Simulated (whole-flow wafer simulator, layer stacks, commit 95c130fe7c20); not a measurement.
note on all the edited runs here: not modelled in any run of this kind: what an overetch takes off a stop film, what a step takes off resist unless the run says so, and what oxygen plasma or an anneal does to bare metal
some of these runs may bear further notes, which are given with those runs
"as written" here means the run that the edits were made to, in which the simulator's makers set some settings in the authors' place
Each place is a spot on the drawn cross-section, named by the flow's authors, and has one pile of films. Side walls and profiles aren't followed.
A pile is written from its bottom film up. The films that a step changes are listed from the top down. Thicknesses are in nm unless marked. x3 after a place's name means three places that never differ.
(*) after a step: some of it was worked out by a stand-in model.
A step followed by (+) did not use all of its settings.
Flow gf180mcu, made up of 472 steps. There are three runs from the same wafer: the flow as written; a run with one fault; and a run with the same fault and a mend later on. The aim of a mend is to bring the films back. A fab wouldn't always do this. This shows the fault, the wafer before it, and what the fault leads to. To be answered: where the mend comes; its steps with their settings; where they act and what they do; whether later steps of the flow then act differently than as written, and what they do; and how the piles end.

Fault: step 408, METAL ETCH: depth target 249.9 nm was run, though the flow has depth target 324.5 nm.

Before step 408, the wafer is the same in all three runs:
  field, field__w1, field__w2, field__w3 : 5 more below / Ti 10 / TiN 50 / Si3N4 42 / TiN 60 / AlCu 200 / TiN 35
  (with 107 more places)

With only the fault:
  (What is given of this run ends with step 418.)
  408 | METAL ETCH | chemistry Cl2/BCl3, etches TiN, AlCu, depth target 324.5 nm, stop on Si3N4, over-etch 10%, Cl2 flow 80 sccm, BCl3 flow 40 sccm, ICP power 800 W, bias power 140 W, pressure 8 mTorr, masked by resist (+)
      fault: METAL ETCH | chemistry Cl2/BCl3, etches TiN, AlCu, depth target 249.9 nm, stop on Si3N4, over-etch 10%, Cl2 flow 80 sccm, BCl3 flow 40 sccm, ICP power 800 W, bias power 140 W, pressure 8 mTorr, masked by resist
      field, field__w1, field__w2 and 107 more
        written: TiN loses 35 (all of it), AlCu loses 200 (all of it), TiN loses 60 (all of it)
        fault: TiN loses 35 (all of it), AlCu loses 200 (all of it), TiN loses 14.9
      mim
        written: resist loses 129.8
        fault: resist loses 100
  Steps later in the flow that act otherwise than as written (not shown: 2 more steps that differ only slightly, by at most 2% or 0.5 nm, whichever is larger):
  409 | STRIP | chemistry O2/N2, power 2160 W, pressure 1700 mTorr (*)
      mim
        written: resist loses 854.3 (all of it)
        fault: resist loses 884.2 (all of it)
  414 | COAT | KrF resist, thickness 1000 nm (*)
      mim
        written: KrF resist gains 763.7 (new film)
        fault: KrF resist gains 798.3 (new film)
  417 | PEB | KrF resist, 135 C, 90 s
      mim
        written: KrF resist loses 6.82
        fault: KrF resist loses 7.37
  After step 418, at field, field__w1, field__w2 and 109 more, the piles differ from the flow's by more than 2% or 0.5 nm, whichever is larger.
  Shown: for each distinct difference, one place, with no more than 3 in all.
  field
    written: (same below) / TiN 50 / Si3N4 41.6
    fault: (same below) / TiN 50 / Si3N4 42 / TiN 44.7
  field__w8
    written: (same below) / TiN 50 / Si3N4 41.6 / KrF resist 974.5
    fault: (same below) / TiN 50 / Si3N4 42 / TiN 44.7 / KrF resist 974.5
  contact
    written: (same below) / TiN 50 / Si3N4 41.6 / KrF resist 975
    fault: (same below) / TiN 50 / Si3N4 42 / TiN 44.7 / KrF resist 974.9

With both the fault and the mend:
  The mend stands after step 408.
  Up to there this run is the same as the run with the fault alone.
  408a | METAL ETCH | chemistry Cl2/BCl3, etches TiN, AlCu, depth target 74.6 nm, stop on Si3N4, over-etch 10%, Cl2 flow 80 sccm, BCl3 flow 40 sccm, ICP power 800 W, bias power 140 W, pressure 8 mTorr, masked by resist (+) (the flow's step 408 again, with other settings)
      field, field__w1, field__w2 and 107 more
        TiN loses 45.1 (all of it)
      mim
        resist loses 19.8
  Later steps of the flow that are run all act as written at every place that is followed, up to a difference of at most 2% or 0.5 nm, whichever is larger.
  By the end, the piles equal the flow's at every place that both follow.
